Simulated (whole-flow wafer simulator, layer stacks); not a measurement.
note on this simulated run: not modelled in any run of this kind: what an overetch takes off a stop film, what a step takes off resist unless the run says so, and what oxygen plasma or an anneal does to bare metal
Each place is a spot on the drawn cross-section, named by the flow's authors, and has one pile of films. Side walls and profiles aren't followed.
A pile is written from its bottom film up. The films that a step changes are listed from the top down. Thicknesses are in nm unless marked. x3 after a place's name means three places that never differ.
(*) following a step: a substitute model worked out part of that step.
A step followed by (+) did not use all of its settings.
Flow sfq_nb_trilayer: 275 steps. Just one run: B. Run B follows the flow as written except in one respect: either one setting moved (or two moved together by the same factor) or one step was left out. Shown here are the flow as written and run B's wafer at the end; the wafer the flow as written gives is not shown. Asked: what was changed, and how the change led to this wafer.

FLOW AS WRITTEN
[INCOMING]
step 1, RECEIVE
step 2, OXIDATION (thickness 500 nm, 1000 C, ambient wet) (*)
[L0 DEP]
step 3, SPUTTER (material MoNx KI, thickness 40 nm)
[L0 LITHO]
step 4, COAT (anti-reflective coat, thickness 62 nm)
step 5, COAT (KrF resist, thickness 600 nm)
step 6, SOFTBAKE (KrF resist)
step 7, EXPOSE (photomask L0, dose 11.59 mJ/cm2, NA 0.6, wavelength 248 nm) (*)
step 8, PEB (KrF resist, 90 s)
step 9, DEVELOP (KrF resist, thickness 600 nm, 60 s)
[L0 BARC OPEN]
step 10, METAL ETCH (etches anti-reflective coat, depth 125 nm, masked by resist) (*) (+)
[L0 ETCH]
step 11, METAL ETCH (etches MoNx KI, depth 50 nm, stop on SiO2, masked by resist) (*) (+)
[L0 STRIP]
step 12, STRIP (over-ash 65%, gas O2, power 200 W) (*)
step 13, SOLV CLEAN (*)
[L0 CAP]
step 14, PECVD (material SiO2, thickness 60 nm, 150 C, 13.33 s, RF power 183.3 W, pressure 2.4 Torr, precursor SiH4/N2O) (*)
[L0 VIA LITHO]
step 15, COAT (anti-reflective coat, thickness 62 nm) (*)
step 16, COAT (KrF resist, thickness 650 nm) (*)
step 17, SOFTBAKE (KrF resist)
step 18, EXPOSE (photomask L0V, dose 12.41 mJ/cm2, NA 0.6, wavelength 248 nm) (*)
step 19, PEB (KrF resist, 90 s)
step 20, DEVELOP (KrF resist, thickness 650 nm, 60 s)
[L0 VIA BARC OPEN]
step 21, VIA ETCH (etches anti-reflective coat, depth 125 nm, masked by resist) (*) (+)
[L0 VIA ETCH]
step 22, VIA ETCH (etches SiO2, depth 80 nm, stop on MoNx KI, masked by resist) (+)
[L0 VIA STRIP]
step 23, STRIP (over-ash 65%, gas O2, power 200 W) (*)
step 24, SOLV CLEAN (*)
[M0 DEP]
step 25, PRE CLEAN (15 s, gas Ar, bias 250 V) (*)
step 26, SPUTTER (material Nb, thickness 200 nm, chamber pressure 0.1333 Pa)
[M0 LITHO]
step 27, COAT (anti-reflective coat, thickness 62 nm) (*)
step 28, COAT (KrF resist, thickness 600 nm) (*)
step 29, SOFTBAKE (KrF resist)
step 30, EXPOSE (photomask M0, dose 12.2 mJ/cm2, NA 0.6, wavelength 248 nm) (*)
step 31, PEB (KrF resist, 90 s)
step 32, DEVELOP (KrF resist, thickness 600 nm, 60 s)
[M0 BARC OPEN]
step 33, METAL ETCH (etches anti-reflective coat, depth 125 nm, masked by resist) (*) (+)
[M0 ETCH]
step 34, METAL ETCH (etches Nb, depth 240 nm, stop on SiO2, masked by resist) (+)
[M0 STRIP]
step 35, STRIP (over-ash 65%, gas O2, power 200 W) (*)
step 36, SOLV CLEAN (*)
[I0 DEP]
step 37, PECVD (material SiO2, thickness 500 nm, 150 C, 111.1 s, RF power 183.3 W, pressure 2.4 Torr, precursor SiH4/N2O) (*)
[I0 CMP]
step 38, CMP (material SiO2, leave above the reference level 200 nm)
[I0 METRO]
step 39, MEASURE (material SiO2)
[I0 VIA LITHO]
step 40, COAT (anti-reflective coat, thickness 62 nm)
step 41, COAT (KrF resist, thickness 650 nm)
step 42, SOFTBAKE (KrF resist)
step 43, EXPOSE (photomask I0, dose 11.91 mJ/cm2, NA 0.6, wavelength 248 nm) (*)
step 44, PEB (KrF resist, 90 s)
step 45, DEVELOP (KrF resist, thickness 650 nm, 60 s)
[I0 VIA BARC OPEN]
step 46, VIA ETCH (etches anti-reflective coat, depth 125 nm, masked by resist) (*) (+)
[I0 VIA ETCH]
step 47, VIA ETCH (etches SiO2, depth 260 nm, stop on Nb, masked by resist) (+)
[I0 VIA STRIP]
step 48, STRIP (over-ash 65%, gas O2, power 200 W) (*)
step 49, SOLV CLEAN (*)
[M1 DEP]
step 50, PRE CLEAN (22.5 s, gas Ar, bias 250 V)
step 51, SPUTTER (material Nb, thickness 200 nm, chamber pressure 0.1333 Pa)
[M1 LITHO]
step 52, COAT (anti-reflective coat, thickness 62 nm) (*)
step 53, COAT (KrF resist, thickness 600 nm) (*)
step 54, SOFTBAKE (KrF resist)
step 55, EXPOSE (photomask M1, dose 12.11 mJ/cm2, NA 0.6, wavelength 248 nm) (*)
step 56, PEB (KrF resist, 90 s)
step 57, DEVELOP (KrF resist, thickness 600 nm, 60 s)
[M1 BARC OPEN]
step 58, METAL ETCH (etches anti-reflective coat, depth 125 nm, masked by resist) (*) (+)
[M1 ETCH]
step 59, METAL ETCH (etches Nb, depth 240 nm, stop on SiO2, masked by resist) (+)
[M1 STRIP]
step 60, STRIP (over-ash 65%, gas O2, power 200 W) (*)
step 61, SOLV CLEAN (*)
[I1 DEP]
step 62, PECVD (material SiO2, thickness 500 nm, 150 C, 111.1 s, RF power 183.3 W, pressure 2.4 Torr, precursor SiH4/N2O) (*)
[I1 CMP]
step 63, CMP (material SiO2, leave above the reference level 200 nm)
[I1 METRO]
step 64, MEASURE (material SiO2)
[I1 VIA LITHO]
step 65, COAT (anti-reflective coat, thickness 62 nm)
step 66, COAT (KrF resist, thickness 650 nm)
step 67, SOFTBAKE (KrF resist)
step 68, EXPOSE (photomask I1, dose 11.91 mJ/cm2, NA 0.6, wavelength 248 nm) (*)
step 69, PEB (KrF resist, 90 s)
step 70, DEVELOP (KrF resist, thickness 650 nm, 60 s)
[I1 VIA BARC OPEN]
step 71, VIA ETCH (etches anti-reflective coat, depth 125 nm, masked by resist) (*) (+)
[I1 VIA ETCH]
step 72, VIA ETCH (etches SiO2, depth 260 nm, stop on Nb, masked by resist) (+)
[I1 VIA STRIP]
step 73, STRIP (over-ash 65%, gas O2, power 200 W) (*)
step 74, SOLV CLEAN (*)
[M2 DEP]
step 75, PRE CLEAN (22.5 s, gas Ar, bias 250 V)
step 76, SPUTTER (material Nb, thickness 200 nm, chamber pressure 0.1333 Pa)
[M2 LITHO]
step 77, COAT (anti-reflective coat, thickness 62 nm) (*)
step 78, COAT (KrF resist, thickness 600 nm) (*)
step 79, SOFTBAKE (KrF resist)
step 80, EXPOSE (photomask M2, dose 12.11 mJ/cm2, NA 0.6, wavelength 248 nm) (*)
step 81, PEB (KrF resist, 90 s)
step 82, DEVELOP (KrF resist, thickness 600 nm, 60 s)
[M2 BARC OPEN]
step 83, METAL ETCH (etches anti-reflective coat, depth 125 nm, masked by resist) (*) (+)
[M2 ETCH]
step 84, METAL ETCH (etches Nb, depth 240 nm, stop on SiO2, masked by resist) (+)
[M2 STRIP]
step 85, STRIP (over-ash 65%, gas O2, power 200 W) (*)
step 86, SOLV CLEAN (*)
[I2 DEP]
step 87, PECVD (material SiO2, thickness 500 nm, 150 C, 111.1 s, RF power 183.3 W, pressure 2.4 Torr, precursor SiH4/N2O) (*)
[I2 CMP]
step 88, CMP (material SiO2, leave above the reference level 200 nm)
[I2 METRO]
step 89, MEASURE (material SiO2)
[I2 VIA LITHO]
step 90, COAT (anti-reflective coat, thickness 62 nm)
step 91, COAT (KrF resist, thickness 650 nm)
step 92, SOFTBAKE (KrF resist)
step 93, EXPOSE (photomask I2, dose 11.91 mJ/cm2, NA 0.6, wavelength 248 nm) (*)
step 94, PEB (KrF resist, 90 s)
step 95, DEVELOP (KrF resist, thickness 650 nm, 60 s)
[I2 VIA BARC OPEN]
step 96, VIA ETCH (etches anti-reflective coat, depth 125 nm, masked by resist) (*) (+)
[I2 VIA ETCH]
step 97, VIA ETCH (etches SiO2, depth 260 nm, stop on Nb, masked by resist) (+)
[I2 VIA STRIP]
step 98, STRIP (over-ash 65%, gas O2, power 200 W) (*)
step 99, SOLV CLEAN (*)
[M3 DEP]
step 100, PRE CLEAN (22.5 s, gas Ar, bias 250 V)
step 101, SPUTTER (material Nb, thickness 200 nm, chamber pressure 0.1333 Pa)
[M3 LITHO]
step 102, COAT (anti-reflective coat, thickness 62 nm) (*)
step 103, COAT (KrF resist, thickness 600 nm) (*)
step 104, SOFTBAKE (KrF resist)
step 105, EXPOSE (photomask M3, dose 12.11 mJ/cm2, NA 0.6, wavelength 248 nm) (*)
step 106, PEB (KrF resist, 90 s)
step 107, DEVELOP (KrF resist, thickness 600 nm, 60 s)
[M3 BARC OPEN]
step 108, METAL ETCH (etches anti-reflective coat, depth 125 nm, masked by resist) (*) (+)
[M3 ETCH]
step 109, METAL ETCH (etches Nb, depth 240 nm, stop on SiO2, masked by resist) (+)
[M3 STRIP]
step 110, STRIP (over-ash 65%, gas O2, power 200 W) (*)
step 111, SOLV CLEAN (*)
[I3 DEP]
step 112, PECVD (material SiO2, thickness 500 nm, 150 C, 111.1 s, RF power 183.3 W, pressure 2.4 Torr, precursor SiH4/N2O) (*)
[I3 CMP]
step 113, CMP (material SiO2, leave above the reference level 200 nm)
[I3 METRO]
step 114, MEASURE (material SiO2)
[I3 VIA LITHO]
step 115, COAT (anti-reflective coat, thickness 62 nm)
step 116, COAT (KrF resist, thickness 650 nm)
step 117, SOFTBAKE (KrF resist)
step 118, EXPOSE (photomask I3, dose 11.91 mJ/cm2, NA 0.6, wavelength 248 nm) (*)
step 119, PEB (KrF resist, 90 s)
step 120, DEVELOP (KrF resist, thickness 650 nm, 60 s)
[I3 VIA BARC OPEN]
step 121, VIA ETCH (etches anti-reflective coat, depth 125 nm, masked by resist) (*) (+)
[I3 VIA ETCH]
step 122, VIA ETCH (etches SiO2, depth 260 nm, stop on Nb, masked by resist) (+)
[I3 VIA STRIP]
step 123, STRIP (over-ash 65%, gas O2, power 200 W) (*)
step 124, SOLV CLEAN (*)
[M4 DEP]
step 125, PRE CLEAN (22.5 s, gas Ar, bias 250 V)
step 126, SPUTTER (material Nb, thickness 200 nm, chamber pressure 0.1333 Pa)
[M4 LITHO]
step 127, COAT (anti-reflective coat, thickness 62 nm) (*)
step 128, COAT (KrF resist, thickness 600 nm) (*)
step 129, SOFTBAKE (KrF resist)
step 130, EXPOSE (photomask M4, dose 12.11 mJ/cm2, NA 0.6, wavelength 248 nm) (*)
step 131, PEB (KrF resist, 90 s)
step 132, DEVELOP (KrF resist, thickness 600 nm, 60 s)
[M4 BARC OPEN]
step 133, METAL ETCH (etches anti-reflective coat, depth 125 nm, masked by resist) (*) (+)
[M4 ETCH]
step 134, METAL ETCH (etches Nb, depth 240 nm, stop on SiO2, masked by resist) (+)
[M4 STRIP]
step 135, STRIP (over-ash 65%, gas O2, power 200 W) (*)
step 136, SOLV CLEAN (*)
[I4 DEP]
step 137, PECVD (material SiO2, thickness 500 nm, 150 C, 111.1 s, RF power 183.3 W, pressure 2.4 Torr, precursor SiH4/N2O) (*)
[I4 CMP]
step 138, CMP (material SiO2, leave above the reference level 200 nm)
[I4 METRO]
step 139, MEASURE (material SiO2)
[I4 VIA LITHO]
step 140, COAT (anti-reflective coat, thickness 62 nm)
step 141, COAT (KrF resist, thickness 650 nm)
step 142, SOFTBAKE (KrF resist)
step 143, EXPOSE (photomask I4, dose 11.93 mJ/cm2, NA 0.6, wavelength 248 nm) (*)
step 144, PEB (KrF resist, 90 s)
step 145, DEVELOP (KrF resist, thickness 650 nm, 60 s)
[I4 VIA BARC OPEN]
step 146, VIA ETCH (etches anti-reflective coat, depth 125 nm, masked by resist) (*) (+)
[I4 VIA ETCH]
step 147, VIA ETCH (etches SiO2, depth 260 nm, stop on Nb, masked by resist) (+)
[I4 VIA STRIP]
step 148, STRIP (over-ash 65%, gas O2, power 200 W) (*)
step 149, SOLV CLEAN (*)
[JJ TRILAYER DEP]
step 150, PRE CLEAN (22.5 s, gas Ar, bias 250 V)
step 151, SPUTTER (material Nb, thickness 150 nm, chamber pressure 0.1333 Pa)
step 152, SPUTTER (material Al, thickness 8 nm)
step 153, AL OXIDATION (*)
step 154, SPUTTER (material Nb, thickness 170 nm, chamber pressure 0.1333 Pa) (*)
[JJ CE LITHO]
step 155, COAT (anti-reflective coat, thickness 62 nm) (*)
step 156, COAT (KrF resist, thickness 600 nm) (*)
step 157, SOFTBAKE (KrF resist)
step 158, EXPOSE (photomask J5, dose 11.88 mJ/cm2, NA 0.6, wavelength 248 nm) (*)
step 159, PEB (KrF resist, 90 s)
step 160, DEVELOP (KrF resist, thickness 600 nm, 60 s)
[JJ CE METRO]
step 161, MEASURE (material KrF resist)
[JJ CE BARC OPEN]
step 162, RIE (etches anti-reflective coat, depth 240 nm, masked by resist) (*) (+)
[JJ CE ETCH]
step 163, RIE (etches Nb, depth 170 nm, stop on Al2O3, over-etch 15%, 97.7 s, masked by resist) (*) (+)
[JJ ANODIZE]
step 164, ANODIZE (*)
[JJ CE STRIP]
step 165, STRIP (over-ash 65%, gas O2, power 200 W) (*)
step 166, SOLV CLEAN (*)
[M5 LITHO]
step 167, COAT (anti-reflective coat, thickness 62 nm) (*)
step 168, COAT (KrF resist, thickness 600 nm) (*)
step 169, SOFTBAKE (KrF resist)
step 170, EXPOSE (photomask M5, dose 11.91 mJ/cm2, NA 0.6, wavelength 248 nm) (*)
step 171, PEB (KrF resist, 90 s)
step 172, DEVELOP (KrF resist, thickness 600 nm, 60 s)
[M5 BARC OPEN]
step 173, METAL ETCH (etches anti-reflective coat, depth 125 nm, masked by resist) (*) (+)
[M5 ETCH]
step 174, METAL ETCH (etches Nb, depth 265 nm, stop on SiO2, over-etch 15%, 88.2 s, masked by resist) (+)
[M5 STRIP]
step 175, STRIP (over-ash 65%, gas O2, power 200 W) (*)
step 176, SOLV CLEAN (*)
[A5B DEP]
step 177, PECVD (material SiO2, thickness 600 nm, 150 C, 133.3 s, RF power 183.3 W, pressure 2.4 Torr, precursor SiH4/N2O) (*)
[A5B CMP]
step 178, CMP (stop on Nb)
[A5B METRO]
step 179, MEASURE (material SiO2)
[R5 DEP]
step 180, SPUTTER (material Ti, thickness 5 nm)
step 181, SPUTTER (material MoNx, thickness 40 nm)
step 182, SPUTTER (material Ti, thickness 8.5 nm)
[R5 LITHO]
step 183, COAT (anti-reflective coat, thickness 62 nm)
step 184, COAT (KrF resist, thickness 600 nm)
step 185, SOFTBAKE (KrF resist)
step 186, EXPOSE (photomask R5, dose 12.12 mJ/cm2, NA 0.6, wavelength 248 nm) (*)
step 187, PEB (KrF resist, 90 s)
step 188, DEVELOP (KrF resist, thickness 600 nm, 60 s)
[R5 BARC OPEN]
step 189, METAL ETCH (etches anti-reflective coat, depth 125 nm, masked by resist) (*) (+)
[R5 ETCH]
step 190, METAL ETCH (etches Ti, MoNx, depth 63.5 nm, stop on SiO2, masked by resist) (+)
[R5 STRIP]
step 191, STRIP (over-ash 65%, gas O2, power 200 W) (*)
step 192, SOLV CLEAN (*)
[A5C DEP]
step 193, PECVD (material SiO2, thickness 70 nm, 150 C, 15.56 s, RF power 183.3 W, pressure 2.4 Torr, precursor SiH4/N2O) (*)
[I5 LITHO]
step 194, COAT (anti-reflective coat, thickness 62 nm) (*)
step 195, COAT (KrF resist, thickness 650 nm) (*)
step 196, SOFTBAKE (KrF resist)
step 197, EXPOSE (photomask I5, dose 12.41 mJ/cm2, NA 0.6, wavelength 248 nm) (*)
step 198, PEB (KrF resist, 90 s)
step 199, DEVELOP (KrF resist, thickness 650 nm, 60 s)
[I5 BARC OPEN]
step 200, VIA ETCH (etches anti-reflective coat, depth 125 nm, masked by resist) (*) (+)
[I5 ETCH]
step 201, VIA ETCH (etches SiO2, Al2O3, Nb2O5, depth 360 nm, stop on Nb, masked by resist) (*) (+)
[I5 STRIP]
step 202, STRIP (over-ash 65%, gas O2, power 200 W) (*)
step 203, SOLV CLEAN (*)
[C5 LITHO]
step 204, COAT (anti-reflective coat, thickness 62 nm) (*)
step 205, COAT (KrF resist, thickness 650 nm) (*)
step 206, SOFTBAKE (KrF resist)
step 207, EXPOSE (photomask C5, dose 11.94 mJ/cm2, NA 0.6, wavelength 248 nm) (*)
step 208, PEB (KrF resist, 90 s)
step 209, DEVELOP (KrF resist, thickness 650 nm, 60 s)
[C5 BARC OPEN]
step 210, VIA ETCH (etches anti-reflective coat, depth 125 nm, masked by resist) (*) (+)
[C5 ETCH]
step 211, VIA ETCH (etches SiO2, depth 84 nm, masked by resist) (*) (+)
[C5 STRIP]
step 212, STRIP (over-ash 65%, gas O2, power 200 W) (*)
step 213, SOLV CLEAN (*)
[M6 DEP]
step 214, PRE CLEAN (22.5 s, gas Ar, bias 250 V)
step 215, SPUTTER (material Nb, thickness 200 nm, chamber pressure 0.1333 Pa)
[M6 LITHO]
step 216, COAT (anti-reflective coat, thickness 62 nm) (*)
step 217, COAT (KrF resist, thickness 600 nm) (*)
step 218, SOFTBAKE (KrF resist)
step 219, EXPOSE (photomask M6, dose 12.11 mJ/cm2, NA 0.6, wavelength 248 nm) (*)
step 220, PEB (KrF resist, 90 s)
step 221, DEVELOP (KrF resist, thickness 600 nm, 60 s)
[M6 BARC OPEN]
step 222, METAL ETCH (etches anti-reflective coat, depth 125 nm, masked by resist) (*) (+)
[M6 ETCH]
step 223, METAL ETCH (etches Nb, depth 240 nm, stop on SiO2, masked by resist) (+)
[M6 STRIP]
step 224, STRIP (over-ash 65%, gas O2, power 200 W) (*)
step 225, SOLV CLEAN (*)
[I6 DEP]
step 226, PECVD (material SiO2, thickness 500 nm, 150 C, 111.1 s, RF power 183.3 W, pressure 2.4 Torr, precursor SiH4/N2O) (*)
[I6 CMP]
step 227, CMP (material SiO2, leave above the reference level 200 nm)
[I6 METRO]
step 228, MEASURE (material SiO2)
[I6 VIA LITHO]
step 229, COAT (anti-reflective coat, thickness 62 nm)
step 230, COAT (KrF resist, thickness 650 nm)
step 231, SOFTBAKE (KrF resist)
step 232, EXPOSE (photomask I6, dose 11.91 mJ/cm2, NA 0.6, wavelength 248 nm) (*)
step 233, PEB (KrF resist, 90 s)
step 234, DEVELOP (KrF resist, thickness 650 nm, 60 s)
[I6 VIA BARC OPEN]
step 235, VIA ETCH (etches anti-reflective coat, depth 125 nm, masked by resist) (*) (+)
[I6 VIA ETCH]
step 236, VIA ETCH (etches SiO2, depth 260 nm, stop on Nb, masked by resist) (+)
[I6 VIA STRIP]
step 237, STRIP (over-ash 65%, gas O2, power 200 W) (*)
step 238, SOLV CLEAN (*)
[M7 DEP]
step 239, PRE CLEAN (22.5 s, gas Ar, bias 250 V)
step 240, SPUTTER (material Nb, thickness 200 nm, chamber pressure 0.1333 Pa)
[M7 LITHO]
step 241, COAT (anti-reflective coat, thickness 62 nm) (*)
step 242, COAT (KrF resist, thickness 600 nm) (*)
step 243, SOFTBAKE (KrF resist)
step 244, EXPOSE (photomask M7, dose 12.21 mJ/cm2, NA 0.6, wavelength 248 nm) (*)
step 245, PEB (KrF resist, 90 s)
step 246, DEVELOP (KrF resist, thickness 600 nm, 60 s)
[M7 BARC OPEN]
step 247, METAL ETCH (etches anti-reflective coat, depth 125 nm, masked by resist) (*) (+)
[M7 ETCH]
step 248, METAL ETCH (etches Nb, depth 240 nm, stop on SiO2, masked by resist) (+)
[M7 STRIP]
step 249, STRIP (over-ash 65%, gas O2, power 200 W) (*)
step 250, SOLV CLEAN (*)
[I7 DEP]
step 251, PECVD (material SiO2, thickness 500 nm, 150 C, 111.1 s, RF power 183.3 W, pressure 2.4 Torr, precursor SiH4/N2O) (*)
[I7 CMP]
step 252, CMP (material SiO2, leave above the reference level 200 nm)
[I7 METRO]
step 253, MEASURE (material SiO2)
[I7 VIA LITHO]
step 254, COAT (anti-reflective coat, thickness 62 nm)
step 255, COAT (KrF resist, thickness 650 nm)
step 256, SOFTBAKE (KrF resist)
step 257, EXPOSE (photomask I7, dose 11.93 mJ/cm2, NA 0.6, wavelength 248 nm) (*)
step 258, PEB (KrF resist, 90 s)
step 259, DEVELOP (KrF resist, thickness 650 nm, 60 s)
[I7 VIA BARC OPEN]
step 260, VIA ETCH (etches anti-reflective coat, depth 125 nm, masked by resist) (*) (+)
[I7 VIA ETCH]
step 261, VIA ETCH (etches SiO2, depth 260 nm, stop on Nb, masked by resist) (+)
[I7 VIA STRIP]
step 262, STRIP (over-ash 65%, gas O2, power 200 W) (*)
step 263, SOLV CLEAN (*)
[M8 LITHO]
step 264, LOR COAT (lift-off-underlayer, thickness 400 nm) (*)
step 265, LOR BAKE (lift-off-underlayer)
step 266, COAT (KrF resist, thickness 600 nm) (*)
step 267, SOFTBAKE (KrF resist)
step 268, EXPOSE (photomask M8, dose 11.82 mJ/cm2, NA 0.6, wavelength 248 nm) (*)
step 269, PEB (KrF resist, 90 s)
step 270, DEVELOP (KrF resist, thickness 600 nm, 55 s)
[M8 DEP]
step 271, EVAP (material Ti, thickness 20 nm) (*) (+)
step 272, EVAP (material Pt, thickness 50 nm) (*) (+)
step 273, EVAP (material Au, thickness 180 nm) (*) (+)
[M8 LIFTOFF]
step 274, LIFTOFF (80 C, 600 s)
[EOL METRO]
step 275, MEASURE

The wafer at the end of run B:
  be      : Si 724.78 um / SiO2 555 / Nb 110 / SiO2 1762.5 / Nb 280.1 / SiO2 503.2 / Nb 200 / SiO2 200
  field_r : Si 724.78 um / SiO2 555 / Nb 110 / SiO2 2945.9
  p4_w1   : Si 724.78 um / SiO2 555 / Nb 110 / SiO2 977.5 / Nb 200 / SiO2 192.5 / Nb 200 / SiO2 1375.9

Cause: step 26, SPUTTER: thickness 110 nm was run, though the flow has thickness 200 nm.
The wafer itself shows it: be has Nb 110, and step 26 as written asks for 200 nm.

How this came from the change, step by step:
  step 26, SPUTTER (material Nb, thickness 200 nm, chamber pressure 0.1333 Pa)
      field_l, via_wl, via_w and 100 more: +110 Nb (new film) (as written it would have been: +200 Nb (new film))
      v_sur: +106.2 Nb (new film) (as written it would have been: +200 Nb (new film))
      (and at 2 other places as well)
  step 27, COAT (anti-reflective coat, thickness 62 nm) (*)
      v_sur: +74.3 anti-reflective coat (new film) (as written it would have been: +72.3 anti-reflective coat (new film))
  step 34, METAL ETCH (etches Nb, depth 240 nm, stop on SiO2, masked by resist) (+)
      field_l, v_sur, via_wl and 100 more: -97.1 KrF resist (as written it would have been: -141.2 KrF resist)
      moat, m0r_space_l x2: -110 Nb (all of it) (as written it would have been: -200 Nb (all of it))
  step 35, STRIP (over-ash 65%, gas O2, power 200 W) (*)
      p4_fl, p4_fm, p4_w1 and 68 more: -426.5 KrF resist (all of it), -62 anti-reflective coat (all of it) (as written it would have been: -382.4 KrF resist (all of it), -62 anti-reflective coat (all of it))
      jj_sur, ce_l, r_end: -433.1 KrF resist (all of it), -63.6 anti-reflective coat (all of it) (as written it would have been: -389.1 KrF resist (all of it), -63.6 anti-reflective coat (all of it))
      (and at 29 other places as well)
  step 37, PECVD (material SiO2, thickness 500 nm, 150 C, 111.1 s, RF power 183.3 W, pressure 2.4 Torr, precursor SiH4/N2O) (*)
      moat, m0r_space_l x2: +500 SiO2 (as written it would have been: +557.1 SiO2)
  step 38, CMP (material SiO2, leave above the reference level 200 nm)
      moat, m0r_space_l x2: -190 SiO2 (as written it would have been: -157.1 SiO2)
